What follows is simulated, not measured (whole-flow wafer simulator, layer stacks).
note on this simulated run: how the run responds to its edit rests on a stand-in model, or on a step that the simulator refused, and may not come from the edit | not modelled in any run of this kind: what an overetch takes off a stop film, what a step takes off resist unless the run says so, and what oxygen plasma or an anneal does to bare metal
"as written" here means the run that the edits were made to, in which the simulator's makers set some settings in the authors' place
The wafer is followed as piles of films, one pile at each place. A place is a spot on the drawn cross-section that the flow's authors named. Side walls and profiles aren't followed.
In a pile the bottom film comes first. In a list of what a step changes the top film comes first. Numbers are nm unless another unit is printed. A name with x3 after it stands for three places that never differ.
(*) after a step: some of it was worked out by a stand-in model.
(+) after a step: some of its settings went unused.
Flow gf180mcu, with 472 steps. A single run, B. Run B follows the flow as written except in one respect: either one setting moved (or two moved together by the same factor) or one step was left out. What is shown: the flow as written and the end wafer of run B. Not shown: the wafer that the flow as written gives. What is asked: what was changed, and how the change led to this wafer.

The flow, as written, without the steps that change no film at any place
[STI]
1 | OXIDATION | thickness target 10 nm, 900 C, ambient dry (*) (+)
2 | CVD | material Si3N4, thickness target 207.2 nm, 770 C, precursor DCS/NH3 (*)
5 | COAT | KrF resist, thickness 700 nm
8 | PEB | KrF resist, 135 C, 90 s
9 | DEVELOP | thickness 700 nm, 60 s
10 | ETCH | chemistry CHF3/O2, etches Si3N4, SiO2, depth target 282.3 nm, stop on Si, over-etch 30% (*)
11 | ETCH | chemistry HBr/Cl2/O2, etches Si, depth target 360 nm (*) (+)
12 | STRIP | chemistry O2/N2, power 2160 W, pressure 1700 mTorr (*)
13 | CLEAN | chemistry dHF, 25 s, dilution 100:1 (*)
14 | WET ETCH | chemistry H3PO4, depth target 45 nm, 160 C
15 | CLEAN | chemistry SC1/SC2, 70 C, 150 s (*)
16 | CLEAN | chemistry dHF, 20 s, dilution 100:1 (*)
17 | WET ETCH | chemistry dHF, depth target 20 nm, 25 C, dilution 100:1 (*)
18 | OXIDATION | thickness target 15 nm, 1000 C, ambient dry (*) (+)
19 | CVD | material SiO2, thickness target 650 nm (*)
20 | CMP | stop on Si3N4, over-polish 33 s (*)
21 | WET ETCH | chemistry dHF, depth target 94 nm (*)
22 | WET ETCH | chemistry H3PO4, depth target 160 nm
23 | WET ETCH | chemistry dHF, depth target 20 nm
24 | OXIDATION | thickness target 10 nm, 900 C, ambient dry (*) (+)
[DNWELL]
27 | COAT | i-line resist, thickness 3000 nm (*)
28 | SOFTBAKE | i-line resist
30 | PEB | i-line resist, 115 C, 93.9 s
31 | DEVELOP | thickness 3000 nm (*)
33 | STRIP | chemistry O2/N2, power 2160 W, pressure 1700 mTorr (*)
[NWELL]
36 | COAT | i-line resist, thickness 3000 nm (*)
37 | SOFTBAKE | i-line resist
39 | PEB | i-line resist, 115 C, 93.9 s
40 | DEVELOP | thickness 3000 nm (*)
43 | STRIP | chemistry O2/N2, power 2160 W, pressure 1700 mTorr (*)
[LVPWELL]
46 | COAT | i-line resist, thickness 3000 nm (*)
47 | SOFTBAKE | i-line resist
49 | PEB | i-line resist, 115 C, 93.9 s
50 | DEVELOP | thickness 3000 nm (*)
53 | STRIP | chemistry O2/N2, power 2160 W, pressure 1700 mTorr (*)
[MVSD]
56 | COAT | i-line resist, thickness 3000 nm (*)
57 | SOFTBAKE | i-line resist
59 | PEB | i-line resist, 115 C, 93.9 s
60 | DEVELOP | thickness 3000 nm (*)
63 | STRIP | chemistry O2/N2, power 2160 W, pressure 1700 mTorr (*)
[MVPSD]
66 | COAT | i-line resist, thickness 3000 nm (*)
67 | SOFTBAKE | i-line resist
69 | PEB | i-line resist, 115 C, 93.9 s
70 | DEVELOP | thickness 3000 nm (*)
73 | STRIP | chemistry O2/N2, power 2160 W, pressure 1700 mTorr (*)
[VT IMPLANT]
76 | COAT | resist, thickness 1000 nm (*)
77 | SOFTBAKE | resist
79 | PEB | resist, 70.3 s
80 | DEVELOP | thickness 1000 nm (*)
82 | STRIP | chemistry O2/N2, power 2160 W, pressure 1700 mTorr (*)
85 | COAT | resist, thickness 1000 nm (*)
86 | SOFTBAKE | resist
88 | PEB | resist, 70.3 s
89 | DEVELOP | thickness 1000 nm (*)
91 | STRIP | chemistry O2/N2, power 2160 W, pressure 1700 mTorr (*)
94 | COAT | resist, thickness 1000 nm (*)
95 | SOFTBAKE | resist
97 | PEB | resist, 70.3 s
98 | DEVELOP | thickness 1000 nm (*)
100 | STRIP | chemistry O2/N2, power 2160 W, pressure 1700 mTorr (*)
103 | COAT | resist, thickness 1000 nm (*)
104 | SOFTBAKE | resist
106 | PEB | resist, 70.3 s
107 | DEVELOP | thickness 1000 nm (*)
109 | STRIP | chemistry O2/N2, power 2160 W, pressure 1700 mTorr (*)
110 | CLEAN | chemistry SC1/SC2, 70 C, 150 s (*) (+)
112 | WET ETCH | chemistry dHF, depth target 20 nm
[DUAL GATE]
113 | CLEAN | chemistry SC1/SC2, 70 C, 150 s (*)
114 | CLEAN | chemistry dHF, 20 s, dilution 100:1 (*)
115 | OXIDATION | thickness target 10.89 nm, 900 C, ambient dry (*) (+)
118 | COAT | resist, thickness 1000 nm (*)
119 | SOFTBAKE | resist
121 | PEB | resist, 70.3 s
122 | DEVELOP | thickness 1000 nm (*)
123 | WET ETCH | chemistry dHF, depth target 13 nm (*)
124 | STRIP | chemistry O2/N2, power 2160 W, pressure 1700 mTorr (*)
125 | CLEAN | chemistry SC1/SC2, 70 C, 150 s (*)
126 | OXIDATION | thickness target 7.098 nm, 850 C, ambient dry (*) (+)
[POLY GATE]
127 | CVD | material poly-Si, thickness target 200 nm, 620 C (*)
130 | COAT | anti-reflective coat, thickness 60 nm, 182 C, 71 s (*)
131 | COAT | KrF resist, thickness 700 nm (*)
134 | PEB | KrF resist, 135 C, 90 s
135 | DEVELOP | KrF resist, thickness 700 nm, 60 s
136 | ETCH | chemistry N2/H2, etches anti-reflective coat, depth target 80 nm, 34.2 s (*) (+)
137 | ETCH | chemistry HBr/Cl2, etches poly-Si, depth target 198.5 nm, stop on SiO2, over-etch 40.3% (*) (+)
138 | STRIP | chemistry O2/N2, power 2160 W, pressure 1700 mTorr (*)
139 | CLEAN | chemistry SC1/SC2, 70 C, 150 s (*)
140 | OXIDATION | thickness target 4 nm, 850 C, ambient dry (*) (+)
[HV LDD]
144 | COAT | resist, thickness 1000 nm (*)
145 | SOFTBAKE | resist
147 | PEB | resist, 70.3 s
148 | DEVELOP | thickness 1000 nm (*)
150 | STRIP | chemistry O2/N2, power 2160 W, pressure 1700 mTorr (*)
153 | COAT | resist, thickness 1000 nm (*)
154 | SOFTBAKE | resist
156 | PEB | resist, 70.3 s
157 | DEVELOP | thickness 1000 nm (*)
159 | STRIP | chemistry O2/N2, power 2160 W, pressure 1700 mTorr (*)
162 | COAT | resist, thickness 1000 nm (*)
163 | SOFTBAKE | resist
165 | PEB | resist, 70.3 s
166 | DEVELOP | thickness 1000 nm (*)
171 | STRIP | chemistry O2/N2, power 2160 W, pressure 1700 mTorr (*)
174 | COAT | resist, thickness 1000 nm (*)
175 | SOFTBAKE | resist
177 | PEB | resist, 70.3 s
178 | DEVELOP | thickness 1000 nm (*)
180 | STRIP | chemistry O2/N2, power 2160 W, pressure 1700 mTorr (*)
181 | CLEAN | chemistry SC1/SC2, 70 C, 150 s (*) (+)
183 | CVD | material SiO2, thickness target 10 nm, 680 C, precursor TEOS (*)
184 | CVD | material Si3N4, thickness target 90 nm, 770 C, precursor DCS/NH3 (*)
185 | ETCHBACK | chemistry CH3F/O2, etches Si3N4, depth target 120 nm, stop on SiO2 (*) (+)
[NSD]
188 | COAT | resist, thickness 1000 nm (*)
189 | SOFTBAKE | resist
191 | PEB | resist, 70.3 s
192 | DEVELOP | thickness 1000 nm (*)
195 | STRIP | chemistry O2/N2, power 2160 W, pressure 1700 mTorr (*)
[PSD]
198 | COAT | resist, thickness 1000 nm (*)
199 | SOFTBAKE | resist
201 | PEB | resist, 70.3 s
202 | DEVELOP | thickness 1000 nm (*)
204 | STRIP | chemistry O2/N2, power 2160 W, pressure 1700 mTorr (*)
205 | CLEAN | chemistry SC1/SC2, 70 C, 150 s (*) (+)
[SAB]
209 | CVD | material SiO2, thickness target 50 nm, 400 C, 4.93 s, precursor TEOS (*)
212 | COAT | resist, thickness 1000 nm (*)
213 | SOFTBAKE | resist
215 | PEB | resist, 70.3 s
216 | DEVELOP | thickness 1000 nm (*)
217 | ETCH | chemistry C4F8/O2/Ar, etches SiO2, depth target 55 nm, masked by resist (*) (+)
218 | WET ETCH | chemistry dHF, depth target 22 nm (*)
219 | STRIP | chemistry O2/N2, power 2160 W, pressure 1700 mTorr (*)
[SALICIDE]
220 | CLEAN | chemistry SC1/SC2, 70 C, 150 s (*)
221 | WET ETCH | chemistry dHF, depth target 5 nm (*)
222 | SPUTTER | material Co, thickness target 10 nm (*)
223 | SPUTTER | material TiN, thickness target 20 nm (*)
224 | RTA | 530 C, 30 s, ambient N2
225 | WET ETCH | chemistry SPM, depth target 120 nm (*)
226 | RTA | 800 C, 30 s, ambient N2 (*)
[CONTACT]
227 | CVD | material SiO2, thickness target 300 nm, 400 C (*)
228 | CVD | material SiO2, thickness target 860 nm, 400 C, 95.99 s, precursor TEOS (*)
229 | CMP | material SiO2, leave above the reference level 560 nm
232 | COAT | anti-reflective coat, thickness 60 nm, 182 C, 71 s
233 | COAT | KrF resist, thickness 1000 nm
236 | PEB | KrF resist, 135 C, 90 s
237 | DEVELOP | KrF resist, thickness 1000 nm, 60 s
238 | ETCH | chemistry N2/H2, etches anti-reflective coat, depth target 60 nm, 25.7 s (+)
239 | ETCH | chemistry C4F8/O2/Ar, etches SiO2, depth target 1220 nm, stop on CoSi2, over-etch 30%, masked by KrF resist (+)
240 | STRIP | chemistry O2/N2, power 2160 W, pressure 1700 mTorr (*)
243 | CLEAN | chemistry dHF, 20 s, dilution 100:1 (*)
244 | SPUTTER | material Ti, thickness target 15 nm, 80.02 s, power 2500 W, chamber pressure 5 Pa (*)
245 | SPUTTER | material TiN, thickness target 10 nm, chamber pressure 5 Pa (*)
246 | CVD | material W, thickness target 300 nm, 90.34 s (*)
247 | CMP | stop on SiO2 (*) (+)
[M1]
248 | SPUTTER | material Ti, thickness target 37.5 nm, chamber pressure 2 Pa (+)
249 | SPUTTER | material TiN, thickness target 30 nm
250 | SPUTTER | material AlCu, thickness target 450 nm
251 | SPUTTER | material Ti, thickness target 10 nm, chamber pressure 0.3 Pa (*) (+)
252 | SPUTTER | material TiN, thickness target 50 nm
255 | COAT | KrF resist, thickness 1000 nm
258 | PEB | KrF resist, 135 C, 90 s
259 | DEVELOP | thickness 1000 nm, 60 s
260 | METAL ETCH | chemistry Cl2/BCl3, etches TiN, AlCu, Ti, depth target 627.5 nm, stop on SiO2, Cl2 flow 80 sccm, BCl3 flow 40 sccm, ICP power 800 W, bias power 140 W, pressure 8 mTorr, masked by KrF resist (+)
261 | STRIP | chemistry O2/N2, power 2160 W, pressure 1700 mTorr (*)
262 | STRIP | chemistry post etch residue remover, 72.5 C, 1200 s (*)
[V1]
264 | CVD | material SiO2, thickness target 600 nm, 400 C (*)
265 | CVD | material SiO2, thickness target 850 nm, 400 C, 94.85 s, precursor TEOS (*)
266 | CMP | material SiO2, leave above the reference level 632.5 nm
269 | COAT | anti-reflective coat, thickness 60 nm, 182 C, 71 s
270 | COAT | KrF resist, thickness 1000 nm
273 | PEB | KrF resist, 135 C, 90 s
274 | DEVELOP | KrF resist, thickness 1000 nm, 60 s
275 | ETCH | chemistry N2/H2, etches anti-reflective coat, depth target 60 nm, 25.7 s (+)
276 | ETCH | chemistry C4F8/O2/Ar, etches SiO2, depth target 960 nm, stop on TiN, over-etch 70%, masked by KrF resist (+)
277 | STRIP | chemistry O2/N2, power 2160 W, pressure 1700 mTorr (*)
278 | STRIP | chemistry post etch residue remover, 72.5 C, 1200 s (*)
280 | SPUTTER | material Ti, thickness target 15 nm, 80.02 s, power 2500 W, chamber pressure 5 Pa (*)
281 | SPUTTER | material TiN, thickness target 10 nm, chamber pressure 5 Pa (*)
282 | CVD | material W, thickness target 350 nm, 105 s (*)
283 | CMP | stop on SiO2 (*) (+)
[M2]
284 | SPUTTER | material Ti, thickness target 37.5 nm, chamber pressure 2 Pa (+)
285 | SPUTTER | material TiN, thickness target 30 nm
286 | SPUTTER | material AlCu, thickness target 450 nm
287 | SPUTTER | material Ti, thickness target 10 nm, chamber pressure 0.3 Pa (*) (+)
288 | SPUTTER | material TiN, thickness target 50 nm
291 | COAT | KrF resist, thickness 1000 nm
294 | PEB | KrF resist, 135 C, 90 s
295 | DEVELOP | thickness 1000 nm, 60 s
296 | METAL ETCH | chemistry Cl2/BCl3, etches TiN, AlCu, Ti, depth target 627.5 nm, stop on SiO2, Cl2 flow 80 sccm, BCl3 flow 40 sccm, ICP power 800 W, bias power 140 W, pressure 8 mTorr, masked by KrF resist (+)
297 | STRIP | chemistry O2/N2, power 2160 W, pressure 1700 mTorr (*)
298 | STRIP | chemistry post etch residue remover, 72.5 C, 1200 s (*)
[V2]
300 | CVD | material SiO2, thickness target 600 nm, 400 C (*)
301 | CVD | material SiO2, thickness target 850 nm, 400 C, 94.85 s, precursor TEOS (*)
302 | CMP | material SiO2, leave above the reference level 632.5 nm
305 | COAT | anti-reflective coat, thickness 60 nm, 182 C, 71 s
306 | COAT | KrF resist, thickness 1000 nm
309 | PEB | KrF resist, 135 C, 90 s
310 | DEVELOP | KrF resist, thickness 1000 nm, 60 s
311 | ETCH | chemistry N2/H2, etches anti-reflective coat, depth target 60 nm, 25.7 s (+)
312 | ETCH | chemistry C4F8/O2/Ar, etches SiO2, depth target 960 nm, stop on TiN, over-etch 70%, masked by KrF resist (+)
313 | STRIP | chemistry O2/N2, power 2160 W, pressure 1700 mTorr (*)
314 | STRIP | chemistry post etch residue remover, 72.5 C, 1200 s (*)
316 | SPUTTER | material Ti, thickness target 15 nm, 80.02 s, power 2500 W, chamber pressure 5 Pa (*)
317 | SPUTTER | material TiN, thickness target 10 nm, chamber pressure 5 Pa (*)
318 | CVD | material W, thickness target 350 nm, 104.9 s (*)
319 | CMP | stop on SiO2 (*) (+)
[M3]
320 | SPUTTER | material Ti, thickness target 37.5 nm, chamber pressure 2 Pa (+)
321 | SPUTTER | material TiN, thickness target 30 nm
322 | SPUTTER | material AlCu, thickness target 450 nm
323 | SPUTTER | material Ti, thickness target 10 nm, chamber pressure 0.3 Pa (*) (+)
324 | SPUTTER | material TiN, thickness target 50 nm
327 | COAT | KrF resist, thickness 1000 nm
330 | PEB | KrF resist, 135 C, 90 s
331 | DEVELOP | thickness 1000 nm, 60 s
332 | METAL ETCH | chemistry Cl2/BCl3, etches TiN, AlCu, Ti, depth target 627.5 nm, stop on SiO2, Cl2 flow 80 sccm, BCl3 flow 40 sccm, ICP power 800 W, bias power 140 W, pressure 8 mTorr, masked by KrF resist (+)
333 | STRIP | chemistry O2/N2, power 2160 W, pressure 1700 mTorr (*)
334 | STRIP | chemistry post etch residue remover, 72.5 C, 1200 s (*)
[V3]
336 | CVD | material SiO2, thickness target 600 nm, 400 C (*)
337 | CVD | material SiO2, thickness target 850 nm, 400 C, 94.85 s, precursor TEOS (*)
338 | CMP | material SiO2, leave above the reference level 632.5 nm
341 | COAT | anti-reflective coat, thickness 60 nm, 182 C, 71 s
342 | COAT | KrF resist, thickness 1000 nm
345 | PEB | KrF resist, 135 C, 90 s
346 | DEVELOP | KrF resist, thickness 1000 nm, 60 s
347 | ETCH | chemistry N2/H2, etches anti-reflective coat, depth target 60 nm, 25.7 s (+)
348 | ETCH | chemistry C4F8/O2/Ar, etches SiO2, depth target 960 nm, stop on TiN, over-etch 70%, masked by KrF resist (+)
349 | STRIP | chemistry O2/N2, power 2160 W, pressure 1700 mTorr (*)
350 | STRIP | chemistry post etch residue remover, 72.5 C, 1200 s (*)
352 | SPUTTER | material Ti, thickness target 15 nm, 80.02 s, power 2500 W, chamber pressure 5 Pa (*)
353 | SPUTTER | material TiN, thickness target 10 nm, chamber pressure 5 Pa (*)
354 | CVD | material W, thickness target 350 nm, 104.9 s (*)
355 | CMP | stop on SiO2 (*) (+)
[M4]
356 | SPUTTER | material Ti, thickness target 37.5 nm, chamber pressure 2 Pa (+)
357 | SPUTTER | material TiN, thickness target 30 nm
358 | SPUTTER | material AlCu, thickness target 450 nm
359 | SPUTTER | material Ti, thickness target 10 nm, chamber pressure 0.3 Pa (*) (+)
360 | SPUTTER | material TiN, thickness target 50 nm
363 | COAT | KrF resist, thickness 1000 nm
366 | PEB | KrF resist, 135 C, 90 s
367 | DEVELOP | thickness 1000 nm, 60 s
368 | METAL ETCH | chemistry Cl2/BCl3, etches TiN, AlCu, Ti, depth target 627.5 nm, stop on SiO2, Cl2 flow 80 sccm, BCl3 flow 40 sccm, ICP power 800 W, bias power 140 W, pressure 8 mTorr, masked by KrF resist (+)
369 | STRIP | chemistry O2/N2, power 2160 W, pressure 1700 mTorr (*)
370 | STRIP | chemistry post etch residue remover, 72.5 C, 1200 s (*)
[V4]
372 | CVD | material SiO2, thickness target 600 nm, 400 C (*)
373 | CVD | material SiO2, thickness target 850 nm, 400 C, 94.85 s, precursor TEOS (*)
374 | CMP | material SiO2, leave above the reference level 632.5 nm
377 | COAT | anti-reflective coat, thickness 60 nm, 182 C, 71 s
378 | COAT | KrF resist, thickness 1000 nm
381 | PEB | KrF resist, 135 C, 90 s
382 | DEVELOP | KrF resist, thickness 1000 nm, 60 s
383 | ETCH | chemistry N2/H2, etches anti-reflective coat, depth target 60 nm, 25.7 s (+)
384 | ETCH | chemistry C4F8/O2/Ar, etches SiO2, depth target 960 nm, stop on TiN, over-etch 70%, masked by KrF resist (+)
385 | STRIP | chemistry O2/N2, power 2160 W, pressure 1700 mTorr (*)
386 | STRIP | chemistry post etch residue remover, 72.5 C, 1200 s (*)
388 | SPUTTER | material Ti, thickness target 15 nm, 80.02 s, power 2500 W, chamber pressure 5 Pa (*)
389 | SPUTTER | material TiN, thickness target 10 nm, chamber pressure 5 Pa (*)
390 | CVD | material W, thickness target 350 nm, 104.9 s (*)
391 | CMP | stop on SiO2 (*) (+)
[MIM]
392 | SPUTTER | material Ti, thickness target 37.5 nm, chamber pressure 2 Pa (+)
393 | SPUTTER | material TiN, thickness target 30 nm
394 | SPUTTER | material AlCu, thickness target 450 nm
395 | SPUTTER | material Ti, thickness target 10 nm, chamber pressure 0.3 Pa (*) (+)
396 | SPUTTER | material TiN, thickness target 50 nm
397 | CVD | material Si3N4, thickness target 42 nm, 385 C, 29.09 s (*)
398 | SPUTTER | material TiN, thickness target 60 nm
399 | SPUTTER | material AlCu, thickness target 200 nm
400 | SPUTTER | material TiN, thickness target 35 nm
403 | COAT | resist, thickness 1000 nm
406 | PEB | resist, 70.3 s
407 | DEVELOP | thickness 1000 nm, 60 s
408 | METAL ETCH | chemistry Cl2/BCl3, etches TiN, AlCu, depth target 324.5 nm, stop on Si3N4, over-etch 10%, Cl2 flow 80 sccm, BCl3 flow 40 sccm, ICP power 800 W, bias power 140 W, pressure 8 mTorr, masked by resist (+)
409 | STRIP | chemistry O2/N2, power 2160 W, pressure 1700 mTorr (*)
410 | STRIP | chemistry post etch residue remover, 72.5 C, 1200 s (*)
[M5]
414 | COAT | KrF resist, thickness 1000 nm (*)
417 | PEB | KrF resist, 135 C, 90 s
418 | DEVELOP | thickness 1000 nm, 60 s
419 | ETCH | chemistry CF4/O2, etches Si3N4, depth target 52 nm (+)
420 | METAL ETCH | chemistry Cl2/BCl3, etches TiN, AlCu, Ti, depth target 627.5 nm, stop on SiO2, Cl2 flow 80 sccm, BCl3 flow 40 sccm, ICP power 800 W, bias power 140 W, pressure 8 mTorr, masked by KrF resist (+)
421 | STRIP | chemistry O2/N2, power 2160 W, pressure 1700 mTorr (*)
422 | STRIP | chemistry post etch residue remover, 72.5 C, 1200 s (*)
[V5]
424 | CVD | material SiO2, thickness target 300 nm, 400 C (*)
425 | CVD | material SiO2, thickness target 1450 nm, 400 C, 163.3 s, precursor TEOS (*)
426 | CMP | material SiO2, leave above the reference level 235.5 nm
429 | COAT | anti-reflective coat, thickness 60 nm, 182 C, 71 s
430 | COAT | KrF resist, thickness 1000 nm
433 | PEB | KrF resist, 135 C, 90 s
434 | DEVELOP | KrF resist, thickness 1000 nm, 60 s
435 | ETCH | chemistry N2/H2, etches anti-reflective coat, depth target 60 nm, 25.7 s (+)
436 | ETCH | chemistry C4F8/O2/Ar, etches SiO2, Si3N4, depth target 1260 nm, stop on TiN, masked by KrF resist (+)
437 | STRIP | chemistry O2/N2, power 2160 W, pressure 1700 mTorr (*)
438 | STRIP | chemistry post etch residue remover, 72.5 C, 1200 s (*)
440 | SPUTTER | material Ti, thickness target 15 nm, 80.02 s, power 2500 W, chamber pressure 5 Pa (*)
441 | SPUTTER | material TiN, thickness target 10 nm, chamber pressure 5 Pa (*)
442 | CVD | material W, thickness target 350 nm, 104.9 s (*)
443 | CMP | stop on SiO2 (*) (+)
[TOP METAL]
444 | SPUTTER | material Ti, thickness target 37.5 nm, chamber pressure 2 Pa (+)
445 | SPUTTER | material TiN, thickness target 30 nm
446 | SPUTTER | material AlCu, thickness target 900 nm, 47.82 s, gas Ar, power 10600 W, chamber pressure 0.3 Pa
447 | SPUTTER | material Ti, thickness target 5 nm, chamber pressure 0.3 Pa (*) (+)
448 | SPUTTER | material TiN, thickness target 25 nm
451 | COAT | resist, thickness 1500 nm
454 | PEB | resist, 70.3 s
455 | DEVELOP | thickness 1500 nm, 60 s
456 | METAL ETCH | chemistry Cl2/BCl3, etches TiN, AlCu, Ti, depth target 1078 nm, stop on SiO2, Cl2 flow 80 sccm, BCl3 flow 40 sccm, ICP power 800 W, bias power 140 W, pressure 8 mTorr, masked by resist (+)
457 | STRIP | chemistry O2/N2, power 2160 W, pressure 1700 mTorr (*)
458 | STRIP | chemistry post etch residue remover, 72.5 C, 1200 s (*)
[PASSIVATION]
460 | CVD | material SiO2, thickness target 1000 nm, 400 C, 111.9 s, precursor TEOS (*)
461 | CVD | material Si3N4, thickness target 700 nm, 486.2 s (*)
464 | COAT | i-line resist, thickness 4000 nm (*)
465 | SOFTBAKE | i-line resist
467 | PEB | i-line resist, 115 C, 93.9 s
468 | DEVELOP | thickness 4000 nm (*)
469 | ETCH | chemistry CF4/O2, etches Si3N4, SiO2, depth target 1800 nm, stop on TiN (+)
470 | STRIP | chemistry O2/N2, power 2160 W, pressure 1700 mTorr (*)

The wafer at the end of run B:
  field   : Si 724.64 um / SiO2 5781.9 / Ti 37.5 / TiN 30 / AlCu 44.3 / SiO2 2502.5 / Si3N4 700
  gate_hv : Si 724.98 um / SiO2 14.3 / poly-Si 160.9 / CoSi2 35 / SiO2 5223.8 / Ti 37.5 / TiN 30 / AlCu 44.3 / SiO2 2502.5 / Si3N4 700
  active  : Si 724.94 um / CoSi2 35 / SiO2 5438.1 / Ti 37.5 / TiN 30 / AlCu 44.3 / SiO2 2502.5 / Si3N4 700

Cause: step 394, SPUTTER: thickness target 619 nm was run, though the flow has thickness target 450 nm.

How this came from the change, step by step:
  394 | SPUTTER | material AlCu, thickness target 450 nm
      field, field__w1, field__w2 and 108 more: AlCu gains 619 (new film) (it would be, as written: AlCu gains 450 (new film))
  420 | METAL ETCH | chemistry Cl2/BCl3, etches TiN, AlCu, Ti, depth target 627.5 nm, stop on SiO2, Cl2 flow 80 sccm, BCl3 flow 40 sccm, ICP power 800 W, bias power 140 W, pressure 8 mTorr, masked by KrF resist (+)
      field, field__w1, field__w2 and 101 more: TiN loses 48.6 (all of it), Ti loses 10 (all of it), AlCu loses 568.9 (it would be, as written: TiN loses 48.6 (all of it), Ti loses 10 (all of it), AlCu loses 450 (all of it), TiN loses 30 (all of it), Ti loses 37.5 (all of it))
  422 | STRIP | chemistry post etch residue remover, 72.5 C, 1200 s (*)
      field, field__w1, field__w2 and 101 more: AlCu loses 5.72 (it would be, as written: nothing)
  424 | CVD | material SiO2, thickness target 300 nm, 400 C (*)
      field, field__w1, field__w2 and 101 more: SiO2 gains 300 (new film) (it would be, as written: SiO2 gains 300)
  426 | CMP | material SiO2, leave above the reference level 235.5 nm
      field, field__w1, field__w5 and 92 more: SiO2 loses 243.7 (it would be, as written: SiO2 loses 300.8)
      field__w2, field__w3, field__w12 and 6 more: SiO2 loses 212.9 (it would be, as written: SiO2 loses 272.7)
With metal films that touch counted as one body, field has 1 body; the flow as written gives 0 bodies.
With metal films that touch counted as one body, gate_hv has 2 bodies (between them, from the top down: SiO2 5223.8); the flow as written gives 1 body.
With metal films that touch counted as one body, active has 2 bodies (between them, from the top down: SiO2 5438.1); the flow as written gives 1 body.
